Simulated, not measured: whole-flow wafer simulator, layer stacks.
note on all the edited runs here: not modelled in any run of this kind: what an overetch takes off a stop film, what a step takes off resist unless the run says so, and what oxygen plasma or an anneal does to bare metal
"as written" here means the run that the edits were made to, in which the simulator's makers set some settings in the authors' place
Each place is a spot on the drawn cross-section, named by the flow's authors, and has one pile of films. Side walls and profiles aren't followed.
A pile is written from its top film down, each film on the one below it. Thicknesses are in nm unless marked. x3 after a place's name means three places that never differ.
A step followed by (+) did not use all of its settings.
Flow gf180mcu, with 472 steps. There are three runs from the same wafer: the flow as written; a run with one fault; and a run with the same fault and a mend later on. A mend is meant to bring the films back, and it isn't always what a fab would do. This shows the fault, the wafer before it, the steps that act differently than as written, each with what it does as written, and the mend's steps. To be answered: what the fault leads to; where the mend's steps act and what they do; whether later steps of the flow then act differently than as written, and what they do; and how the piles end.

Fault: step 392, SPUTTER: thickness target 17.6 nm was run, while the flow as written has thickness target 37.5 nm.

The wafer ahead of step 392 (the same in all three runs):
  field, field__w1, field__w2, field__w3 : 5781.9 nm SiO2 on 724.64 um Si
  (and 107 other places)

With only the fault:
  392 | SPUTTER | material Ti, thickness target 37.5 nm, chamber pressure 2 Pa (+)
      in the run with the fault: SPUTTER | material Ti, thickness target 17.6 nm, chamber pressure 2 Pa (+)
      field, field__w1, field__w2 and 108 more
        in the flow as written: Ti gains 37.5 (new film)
        in the run with the fault: Ti gains 17.6 (new film)
  Later steps of the flow acting differently than as written (not shown: 1 more step that differs only slightly, by at most 2% or 0.5 nm, whichever is larger):
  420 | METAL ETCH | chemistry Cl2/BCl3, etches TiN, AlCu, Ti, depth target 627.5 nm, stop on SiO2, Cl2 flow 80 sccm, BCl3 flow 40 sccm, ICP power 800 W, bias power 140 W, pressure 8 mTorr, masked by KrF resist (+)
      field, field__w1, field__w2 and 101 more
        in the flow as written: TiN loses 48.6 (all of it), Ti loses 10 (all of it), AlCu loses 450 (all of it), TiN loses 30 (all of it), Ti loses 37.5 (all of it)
        in the run with the fault: TiN loses 48.6 (all of it), Ti loses 10 (all of it), AlCu loses 450 (all of it), TiN loses 30 (all of it), Ti loses 17.6 (all of it)
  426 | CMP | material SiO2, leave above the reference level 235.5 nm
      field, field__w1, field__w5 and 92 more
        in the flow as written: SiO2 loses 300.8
        in the run with the fault: SiO2 loses 320.7
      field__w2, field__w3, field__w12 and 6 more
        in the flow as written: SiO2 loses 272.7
        in the run with the fault: SiO2 loses 293.5
  At field__w4, field__w8, contact, m1, m1__w1, mim, mim_1p0, m1_nw, the piles at the end differ from the flow's by more than 2% or 0.5 nm, whichever is larger.
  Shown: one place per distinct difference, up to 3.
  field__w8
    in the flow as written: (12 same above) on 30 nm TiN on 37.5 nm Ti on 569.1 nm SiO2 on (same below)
    in the run with the fault: (12 same above) on 30 nm TiN on 17.6 nm Ti on 569.1 nm SiO2 on (same below)
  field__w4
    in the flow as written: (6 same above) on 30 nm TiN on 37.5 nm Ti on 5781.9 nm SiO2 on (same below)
    in the run with the fault: (6 same above) on 30 nm TiN on 17.6 nm Ti on 5781.9 nm SiO2 on (same below)
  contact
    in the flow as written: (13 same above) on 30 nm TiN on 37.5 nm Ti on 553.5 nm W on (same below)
    in the run with the fault: (13 same above) on 30 nm TiN on 17.6 nm Ti on 553.5 nm W on (same below)

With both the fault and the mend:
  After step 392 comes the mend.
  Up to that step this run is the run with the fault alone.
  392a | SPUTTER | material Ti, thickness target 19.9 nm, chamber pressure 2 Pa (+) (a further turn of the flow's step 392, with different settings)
      field, field__w1, field__w2 and 108 more
        Ti gains 19.9
  Later steps of the flow that are run all act as written at every place that is followed.
  At every place that both follow, the piles at the end match the flow's.
